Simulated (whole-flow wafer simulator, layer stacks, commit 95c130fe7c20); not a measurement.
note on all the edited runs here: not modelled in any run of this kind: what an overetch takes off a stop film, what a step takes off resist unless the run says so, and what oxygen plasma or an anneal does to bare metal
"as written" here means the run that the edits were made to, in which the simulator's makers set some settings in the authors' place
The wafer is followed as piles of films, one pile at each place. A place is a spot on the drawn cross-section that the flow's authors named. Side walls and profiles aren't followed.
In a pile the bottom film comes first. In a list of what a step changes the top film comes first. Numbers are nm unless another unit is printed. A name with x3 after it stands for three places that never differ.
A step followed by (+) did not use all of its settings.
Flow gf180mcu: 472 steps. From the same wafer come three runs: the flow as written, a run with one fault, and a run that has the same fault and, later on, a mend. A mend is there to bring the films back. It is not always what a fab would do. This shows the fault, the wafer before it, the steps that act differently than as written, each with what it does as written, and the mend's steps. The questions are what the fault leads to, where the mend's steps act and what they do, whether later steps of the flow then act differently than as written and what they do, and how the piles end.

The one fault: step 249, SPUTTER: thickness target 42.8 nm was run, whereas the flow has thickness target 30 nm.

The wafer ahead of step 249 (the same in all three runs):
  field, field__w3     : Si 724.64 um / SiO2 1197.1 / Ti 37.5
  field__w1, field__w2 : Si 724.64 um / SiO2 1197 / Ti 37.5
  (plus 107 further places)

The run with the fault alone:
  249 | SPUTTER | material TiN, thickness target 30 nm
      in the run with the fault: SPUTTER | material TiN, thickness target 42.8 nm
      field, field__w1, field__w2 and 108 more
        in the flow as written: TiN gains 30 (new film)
        in the run with the fault: TiN gains 42.8 (new film)
  Later steps of the flow acting differently than as written:
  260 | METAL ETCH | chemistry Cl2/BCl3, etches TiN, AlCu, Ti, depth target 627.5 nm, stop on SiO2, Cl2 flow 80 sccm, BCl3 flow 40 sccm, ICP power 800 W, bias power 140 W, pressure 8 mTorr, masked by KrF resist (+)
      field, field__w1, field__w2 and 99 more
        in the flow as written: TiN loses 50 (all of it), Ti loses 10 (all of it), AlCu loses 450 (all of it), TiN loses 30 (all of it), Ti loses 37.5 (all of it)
        in the run with the fault: TiN loses 50 (all of it), Ti loses 10 (all of it), AlCu loses 450 (all of it), TiN loses 42.8 (all of it), Ti loses 37.5 (all of it)
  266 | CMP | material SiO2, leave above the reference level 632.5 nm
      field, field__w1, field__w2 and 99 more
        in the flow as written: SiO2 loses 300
        in the run with the fault: SiO2 loses 287.2
  By the end, the piles at field__w8, contact, m1 and 6 more depart from the flow's by more than 2% or 0.5 nm, whichever is larger.
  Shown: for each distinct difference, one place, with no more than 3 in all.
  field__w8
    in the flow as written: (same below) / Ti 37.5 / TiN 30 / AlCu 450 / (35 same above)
    in the run with the fault: (same below) / Ti 37.5 / TiN 42.8 / AlCu 450 / (35 same above)
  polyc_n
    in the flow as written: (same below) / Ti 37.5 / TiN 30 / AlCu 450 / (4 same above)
    in the run with the fault: (same below) / Ti 37.5 / TiN 42.8 / AlCu 450 / (4 same above)
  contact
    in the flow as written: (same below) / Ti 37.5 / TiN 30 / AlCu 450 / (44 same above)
    in the run with the fault: (same below) / Ti 37.5 / TiN 42.8 / AlCu 450 / (44 same above)

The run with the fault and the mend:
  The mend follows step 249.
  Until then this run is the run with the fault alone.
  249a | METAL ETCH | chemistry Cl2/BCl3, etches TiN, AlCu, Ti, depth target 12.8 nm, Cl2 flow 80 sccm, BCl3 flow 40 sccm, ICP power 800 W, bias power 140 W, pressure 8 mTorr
      field, field__w1, field__w2 and 108 more
        TiN loses 12.8
  Later steps of the flow that are run all act as written at every place that is followed.
  The piles end the same as the flow's at every place that both follow.
